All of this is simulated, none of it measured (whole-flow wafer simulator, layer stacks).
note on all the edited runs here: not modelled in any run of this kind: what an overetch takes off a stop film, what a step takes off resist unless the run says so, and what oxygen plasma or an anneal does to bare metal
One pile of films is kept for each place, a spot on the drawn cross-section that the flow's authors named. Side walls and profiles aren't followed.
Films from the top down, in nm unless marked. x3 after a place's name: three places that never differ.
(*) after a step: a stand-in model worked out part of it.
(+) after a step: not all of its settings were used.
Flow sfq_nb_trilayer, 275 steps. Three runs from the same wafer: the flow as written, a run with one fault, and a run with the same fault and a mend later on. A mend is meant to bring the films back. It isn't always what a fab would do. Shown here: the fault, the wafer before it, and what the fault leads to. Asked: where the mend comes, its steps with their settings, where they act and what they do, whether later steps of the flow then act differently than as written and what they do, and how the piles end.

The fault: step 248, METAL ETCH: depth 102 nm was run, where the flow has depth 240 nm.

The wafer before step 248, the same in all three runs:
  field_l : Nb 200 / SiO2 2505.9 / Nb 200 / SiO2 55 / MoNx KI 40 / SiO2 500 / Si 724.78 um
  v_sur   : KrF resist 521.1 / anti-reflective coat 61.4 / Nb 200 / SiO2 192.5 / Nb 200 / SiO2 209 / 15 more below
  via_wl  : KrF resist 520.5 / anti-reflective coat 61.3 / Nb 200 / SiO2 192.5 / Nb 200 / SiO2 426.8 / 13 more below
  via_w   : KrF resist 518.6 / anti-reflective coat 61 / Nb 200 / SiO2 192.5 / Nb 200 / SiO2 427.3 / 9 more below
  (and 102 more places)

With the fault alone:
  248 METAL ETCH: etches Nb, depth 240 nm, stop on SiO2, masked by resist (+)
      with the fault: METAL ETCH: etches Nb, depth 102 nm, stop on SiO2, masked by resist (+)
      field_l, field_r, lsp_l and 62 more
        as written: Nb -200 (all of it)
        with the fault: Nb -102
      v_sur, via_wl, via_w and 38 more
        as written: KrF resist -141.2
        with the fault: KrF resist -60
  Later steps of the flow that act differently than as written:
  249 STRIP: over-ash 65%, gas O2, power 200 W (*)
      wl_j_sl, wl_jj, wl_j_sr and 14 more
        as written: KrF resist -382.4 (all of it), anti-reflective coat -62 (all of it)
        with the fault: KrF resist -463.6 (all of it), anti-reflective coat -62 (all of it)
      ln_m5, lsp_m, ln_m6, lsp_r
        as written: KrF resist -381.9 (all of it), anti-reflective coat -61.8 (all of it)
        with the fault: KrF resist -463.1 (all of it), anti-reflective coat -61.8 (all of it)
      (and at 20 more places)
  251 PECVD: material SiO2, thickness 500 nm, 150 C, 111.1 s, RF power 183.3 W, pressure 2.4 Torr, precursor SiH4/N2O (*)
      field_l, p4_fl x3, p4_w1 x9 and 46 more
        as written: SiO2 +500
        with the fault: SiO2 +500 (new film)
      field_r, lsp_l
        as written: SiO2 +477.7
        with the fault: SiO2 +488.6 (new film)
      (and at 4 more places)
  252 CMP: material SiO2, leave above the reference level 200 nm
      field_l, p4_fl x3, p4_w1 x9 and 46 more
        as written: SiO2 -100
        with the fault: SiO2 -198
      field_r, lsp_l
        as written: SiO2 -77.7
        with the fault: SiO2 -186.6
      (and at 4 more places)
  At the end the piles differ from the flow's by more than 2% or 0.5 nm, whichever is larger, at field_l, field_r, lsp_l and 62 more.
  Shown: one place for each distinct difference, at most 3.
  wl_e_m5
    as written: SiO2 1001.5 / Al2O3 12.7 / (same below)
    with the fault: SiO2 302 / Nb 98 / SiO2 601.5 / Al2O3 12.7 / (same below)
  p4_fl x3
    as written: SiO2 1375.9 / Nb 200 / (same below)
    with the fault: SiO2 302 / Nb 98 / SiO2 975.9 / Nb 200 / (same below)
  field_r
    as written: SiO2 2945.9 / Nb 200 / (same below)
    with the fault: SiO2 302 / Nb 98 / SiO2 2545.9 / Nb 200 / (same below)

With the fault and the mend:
  The mend comes after step 248.
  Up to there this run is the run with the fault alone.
  248a METAL ETCH: etches Nb, depth 138 nm, stop on SiO2, masked by resist (+) (the flow's step 248 once more, with other settings)
      field_l, field_r, lsp_l and 62 more
        Nb -98 (all of it)
      v_sur, via_wl, via_w and 38 more
        KrF resist -81.2
  No later step of the flow acts differently than as written at any place that is followed.
  At the end the piles are the same as the flow's at every place that both follow.
